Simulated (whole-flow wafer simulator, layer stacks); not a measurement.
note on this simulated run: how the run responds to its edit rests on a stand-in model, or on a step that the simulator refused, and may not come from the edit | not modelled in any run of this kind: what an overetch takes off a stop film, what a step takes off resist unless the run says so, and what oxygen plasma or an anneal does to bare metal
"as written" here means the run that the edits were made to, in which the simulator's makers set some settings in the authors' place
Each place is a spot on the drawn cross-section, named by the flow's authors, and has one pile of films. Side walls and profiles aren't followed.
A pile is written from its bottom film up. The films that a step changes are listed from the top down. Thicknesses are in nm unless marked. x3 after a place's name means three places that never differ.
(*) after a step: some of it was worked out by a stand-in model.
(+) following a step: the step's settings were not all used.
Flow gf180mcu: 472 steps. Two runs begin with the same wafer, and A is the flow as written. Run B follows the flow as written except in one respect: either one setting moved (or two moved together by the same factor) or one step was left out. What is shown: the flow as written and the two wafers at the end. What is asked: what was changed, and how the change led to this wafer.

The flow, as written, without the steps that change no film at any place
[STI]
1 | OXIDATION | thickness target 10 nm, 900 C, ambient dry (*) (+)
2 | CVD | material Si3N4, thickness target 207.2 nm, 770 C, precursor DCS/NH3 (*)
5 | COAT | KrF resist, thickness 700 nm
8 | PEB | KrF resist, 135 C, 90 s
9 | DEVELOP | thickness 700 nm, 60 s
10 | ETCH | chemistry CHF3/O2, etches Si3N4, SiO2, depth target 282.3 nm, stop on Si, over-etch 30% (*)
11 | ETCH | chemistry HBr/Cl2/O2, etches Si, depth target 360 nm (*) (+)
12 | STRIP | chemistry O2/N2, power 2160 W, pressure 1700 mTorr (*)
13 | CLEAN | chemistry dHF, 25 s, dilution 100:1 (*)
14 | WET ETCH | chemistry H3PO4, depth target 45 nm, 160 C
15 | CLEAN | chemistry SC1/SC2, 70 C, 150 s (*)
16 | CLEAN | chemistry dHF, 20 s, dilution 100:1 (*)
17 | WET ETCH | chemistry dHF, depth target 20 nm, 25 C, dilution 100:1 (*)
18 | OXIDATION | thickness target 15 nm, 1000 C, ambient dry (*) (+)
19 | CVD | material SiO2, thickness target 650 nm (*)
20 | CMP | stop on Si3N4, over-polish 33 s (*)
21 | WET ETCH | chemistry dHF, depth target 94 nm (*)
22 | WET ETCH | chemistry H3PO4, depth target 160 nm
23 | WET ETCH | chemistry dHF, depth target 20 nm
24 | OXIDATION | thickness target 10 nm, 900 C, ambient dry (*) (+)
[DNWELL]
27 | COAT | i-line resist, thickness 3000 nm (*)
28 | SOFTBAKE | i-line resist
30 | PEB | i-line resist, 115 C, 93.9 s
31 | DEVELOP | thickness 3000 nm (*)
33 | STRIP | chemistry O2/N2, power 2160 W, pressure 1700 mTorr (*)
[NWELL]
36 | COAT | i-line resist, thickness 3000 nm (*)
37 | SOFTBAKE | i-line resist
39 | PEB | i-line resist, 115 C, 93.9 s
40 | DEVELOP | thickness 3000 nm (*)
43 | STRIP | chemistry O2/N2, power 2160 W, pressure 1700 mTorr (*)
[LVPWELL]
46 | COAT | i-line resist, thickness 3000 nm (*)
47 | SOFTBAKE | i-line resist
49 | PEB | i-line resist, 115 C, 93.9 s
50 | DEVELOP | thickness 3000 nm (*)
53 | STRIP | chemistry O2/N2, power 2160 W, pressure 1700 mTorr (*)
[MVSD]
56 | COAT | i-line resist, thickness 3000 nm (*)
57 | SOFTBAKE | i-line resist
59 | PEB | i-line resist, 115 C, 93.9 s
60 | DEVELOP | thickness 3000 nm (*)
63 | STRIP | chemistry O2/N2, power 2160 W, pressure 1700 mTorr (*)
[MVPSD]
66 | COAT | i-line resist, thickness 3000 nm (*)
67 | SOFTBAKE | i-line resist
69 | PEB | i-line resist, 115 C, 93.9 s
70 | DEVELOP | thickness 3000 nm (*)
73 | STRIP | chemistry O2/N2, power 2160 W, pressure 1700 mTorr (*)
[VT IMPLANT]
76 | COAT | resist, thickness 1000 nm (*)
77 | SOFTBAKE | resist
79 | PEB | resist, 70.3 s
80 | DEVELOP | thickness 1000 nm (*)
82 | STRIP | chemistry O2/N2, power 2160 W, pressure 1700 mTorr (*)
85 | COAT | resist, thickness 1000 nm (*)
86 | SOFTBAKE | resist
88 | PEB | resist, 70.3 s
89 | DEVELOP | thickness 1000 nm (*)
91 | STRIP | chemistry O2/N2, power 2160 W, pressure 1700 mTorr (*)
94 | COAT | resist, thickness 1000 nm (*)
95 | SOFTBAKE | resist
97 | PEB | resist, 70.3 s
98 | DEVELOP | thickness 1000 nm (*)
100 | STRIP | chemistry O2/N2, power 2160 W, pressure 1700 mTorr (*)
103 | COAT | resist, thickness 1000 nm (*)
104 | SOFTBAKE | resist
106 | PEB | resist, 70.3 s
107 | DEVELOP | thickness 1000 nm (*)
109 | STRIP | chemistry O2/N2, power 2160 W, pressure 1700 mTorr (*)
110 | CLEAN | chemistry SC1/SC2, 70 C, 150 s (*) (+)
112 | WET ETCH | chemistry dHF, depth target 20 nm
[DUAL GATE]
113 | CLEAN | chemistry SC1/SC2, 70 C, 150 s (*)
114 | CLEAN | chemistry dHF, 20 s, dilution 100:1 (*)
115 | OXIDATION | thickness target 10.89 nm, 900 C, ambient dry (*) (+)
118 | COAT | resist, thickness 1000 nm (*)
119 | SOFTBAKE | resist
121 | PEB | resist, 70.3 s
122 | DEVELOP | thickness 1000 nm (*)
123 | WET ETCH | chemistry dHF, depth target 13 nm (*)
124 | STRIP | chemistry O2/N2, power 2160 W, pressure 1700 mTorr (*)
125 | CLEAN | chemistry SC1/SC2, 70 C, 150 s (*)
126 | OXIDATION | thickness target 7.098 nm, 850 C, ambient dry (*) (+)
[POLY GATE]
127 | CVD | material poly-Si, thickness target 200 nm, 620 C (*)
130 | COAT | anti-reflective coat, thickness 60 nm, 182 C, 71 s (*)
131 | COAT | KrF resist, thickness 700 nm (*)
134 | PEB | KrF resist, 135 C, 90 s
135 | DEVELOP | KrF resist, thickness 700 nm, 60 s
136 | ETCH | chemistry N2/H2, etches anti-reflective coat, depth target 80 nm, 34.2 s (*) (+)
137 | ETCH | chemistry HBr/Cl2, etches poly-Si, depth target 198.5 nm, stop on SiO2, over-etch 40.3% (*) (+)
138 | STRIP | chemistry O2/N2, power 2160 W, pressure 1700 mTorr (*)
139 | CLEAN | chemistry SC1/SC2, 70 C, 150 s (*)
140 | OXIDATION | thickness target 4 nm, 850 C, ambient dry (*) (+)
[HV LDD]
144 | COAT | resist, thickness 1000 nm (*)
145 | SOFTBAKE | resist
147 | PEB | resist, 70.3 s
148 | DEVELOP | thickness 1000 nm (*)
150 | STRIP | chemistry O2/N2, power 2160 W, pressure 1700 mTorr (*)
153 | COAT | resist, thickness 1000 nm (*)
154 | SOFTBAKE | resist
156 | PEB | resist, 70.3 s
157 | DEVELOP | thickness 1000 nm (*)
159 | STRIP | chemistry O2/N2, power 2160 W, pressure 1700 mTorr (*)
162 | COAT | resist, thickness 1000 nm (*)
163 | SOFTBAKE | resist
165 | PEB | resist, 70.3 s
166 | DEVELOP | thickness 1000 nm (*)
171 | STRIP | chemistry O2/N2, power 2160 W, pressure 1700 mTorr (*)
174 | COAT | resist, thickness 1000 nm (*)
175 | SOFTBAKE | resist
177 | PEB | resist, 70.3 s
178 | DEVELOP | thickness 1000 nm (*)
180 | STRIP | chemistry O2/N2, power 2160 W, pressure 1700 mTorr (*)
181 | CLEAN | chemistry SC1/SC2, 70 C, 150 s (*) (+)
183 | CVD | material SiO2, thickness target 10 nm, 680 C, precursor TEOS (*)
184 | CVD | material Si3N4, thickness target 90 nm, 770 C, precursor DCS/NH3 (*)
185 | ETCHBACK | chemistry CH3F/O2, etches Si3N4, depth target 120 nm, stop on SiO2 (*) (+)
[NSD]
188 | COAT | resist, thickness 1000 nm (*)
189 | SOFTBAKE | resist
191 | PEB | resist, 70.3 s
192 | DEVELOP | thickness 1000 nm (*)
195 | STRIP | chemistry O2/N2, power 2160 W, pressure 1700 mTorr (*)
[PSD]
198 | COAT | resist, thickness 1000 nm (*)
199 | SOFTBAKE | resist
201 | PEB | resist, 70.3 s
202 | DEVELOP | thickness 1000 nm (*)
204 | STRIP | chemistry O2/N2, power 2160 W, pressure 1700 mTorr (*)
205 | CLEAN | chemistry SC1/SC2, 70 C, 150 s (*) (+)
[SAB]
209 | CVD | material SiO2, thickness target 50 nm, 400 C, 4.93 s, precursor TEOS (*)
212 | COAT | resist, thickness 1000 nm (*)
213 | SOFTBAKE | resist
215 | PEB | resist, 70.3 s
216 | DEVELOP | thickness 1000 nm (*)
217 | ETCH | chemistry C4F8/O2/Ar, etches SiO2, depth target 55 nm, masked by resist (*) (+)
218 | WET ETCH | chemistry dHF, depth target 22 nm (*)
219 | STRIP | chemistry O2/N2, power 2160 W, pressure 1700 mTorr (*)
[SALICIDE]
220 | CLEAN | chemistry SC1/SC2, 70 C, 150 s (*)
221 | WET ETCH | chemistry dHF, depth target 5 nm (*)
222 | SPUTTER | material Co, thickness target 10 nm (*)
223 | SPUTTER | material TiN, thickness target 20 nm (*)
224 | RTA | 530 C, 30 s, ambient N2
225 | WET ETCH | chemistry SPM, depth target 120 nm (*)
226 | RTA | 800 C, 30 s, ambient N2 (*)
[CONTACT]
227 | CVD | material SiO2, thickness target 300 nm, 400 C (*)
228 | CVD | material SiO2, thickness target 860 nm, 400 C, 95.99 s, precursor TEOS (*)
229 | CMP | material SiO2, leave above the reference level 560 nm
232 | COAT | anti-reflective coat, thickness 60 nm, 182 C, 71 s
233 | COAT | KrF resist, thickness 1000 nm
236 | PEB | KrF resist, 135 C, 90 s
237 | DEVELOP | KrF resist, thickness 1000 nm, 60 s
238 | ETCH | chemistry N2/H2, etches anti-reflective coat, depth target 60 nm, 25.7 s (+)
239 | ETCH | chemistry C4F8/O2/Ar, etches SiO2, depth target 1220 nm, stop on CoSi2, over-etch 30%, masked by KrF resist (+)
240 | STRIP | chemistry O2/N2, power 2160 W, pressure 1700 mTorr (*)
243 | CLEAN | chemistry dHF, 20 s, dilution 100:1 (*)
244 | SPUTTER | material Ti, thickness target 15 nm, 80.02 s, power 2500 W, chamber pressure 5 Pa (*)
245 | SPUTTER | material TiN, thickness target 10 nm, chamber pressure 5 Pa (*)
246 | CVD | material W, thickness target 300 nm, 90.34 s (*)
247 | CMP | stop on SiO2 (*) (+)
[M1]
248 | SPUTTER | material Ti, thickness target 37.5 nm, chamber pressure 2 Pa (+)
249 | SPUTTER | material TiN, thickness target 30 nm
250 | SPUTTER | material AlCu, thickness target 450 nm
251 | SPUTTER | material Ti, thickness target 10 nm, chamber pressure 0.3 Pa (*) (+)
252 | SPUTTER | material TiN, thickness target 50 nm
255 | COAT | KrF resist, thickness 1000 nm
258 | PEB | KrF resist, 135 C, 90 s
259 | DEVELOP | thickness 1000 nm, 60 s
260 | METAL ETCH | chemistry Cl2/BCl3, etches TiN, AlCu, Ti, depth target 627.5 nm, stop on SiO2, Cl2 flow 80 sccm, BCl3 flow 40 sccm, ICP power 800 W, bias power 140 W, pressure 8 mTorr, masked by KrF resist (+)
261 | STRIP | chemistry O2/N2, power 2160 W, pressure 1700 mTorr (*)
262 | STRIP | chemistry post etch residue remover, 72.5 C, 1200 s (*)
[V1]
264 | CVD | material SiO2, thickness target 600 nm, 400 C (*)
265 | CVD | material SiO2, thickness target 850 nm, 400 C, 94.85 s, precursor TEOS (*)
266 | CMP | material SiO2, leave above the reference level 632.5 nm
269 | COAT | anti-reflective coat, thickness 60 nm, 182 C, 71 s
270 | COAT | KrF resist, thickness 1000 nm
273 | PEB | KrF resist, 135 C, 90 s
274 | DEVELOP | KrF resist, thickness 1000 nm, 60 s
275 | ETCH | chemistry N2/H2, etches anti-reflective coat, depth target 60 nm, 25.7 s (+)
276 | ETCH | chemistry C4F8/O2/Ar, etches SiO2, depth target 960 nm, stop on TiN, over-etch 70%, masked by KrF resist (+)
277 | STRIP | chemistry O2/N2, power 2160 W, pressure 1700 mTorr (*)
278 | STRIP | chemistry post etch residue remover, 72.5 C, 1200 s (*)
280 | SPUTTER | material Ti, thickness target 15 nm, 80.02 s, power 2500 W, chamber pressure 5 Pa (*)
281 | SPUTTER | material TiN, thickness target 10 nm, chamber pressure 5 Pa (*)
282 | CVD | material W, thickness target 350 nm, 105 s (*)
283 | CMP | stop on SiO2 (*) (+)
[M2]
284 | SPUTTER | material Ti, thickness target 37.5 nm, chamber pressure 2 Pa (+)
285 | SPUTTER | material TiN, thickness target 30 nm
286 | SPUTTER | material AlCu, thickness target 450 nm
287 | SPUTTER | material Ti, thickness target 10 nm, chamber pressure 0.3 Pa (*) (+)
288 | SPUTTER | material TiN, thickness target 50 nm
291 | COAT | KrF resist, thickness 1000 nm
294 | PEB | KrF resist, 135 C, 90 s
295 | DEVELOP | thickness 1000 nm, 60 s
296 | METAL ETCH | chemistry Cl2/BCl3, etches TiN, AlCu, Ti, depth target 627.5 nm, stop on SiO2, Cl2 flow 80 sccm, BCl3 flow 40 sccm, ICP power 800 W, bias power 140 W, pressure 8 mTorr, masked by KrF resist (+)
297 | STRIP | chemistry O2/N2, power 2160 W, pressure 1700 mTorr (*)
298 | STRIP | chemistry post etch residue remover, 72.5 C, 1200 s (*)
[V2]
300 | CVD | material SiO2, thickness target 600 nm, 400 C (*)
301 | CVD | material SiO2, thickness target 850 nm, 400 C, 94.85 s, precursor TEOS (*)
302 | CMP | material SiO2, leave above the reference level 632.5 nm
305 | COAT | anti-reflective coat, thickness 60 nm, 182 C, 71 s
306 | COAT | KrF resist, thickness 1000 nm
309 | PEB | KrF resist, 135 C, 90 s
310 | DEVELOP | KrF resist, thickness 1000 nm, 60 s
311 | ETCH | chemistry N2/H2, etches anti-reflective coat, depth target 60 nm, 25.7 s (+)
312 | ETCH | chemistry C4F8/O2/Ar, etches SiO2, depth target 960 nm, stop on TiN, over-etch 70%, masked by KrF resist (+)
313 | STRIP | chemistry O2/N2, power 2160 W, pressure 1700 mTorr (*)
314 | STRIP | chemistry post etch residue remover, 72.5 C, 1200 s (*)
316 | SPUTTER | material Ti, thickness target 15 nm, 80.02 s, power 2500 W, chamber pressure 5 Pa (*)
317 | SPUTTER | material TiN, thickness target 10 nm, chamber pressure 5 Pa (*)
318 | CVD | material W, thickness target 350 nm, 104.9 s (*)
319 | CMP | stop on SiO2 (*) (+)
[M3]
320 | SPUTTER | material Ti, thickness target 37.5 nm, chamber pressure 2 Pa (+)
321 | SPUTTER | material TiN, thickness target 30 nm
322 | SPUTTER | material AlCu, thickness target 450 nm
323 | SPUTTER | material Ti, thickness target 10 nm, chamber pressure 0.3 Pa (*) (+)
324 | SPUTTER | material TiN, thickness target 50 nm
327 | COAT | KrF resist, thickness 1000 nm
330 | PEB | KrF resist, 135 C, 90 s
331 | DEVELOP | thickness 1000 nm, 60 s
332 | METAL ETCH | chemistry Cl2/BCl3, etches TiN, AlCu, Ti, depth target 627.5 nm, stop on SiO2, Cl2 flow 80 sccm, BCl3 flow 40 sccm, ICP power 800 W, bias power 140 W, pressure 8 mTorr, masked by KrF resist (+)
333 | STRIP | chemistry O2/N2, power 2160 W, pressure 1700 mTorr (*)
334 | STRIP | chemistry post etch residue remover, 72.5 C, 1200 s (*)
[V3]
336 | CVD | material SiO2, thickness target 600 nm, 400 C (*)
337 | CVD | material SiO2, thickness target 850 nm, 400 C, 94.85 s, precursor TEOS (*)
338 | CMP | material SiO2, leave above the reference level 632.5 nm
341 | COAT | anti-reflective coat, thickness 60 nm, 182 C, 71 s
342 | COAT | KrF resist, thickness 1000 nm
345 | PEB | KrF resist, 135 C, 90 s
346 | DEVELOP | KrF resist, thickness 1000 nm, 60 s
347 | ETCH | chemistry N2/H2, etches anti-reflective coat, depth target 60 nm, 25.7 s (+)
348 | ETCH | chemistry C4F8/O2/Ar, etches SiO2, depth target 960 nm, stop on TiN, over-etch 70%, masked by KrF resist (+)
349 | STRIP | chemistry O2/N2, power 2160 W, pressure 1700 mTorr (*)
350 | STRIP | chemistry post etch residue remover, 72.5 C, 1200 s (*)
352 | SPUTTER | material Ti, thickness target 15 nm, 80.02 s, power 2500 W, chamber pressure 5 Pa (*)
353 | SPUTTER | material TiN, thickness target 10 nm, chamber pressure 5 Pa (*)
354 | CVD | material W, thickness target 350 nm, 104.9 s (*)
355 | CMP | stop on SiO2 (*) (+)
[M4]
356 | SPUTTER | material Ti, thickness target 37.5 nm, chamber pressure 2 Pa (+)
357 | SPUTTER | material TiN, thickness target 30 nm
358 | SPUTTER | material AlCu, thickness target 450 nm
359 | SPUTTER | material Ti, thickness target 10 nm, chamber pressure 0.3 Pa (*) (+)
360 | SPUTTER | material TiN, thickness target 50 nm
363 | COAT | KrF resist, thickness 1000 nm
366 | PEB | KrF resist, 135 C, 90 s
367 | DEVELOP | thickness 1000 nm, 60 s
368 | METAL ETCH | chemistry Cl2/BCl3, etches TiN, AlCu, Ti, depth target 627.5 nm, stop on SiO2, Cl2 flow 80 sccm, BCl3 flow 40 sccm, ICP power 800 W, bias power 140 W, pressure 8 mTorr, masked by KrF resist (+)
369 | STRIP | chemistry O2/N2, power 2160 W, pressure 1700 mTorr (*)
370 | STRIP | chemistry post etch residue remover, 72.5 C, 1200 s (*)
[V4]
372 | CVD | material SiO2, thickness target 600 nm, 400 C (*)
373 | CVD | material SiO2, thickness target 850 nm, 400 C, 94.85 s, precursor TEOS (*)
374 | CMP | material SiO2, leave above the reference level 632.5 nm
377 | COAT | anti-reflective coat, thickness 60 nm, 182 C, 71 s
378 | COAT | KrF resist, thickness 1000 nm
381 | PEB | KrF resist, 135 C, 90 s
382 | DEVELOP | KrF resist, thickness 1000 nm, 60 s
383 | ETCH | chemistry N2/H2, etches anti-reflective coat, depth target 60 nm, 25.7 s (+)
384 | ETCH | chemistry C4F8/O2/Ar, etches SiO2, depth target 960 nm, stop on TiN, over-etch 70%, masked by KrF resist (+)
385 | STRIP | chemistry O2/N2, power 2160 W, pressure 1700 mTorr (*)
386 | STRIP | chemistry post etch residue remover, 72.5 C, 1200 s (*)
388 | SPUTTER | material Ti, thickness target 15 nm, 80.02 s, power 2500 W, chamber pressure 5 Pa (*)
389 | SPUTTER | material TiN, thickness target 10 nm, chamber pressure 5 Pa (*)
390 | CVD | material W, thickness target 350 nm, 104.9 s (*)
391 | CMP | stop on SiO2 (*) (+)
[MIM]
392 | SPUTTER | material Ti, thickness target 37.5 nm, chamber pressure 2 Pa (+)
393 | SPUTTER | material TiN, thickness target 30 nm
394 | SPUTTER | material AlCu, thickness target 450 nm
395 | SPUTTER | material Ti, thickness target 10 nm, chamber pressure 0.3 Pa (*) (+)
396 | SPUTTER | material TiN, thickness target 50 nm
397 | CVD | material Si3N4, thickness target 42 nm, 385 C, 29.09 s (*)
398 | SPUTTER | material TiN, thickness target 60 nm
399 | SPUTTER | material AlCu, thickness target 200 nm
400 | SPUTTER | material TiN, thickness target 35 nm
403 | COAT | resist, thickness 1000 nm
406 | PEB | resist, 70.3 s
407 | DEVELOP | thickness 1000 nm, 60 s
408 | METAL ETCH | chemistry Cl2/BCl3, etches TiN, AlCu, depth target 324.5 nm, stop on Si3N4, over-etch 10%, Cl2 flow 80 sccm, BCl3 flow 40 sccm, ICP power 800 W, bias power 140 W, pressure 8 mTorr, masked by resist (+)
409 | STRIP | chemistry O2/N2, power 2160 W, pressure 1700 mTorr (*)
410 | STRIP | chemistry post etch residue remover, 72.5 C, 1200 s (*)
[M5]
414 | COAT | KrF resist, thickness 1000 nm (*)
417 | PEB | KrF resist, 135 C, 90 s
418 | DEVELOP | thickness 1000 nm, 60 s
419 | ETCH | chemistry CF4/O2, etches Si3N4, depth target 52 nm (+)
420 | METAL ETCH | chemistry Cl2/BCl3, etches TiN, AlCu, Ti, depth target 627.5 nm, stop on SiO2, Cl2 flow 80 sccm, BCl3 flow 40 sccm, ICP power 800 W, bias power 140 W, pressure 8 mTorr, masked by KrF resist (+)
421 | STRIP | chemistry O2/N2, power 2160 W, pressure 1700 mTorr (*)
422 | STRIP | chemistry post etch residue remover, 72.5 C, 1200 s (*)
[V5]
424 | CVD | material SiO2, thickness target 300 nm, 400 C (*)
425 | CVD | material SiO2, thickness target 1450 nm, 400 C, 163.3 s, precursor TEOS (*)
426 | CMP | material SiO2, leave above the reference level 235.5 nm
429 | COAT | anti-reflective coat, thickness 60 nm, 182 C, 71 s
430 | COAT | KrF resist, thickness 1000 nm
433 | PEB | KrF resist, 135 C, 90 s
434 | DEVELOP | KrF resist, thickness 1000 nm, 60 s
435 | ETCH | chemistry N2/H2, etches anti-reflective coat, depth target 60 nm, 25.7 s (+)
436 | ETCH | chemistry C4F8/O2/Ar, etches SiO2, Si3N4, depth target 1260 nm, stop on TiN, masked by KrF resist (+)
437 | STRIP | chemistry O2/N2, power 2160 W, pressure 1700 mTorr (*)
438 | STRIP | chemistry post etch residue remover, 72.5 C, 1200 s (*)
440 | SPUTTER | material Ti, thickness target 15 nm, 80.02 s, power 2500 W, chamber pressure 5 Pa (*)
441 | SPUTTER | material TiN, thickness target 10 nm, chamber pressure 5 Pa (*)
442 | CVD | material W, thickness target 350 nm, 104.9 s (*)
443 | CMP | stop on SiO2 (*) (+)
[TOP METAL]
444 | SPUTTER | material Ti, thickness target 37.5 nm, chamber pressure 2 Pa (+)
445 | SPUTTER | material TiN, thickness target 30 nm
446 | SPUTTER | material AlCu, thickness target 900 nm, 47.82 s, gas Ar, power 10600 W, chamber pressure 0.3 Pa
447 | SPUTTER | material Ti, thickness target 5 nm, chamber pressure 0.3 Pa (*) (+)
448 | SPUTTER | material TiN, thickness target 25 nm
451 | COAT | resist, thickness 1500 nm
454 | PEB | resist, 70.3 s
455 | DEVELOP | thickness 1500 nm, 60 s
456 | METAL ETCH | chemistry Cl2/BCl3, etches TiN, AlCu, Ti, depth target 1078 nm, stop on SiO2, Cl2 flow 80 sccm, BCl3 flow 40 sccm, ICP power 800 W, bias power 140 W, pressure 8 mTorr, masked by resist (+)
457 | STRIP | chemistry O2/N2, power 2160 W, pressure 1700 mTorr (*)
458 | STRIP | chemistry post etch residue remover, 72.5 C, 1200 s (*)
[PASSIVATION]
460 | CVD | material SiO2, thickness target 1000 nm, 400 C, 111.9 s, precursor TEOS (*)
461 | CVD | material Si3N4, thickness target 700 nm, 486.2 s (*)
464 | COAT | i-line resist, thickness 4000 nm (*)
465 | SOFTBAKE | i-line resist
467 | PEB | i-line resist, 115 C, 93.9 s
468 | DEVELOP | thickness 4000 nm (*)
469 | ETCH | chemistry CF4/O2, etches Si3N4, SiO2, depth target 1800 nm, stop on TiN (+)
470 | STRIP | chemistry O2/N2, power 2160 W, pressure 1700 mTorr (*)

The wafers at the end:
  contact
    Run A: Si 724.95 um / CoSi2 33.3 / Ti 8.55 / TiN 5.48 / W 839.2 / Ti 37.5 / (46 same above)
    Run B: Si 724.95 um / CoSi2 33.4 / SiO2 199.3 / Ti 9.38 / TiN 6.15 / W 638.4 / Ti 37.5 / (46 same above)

The reason: step 239, ETCH: depth target 659 nm was run, while the flow as written has depth target 1220 nm.

The path from the change to this, step by step:
  239 | ETCH | chemistry C4F8/O2/Ar, etches SiO2, depth target 1220 nm, stop on CoSi2, over-etch 30%, masked by KrF resist (+)
      contact: A SiO2 loses 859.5 (all of it) | B SiO2 loses 659
      field, field__w1, field__w2 and 105 more: A KrF resist loses 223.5 | B KrF resist loses 131.8
  240 | STRIP | chemistry O2/N2, power 2160 W, pressure 1700 mTorr (*)
      field, field__w1, field__w2 and 105 more: A KrF resist loses 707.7 (all of it), anti-reflective coat loses 60 (all of it) | B KrF resist loses 799.4 (all of it), anti-reflective coat loses 60 (all of it)
  243 | CLEAN | chemistry dHF, 20 s, dilution 100:1 (*)
      contact: A CoSi2 loses 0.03 | B SiO2 loses 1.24
  244 | SPUTTER | material Ti, thickness target 15 nm, 80.02 s, power 2500 W, chamber pressure 5 Pa (*)
      contact: A Ti gains 8.55 (new film) | B Ti gains 9.38 (new film)
  245 | SPUTTER | material TiN, thickness target 10 nm, chamber pressure 5 Pa (*)
      contact: A TiN gains 5.48 (new film) | B TiN gains 6.15 (new film)
  246 | CVD | material W, thickness target 300 nm, 90.34 s (*)
      contact: A W gains 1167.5 (new film) | B W gains 966.7 (new film)
With metal films that touch counted as one body, contact has 2 bodies (between them, from the top down: SiO2 199.3); the flow as written gives 1 body.
